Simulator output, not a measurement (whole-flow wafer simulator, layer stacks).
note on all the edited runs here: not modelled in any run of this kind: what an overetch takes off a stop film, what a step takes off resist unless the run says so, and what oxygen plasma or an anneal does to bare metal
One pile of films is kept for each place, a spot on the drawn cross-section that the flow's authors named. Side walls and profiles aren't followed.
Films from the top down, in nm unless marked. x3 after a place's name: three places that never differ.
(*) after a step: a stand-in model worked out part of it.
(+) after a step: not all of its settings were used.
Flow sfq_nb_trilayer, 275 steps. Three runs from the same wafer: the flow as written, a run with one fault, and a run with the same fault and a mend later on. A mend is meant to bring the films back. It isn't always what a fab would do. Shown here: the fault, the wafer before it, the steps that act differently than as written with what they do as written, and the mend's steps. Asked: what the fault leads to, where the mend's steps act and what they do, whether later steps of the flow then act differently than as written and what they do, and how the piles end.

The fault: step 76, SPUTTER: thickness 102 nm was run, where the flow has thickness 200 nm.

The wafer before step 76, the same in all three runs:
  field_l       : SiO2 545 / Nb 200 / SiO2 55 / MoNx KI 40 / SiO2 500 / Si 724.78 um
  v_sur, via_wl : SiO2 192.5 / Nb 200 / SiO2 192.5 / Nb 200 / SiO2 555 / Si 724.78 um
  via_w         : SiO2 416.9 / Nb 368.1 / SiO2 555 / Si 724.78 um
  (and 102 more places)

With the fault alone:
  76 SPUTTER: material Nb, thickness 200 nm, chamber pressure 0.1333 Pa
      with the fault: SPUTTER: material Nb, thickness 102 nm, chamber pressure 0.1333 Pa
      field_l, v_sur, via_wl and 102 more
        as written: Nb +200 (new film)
        with the fault: Nb +102 (new film)
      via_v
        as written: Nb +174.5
        with the fault: Nb +89.9
  Later steps of the flow that act differently than as written (6 more steps differ only slightly, by at most 2% or 0.5 nm, whichever is larger, and aren't shown):
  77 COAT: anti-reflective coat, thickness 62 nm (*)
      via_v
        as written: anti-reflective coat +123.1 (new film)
        with the fault: anti-reflective coat +119 (new film)
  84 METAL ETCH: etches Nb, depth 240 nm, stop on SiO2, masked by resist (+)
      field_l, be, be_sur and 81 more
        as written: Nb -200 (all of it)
        with the fault: Nb -102 (all of it)
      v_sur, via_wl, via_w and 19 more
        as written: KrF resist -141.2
        with the fault: KrF resist -90
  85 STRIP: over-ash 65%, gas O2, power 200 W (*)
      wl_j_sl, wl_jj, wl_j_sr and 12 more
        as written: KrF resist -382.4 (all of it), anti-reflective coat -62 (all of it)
        with the fault: KrF resist -433.6 (all of it), anti-reflective coat -62 (all of it)
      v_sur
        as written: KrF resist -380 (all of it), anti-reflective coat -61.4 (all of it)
        with the fault: KrF resist -431.3 (all of it), anti-reflective coat -61.4 (all of it)
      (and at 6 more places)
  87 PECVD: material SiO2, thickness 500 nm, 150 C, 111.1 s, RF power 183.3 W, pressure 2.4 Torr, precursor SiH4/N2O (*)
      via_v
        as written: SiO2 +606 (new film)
        with the fault: SiO2 +582 (new film)
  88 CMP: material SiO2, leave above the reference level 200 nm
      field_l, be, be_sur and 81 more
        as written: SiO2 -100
        with the fault: SiO2 -198
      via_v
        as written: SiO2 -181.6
        with the fault: SiO2 -170.9
  At the end the piles differ from the flow's by more than 2% or 0.5 nm, whichever is larger, at field_l, v_sur, via_wl and 103 more.
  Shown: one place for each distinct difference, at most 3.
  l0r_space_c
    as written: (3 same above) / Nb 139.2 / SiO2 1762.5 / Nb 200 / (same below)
    with the fault: (3 same above) / Nb 139.2 / SiO2 1664.5 / Nb 200 / (same below)
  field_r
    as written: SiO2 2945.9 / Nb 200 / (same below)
    with the fault: SiO2 2847.9 / Nb 200 / (same below)
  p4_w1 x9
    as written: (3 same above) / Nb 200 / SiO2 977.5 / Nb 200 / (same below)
    with the fault: (3 same above) / Nb 200 / SiO2 879.5 / Nb 200 / (same below)

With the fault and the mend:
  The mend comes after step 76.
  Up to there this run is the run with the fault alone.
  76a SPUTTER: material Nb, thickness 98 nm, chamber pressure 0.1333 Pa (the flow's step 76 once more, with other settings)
      field_l, v_sur, via_wl and 102 more
        Nb +98
      via_v
        Nb +80.2
  No later step of the flow acts differently than as written, at any place that is followed, by more than 2% or 0.5 nm, whichever is larger.
  At the end the piles differ from the flow's only slightly at the places that both follow, by at most 2% or 0.5 nm, whichever is larger.
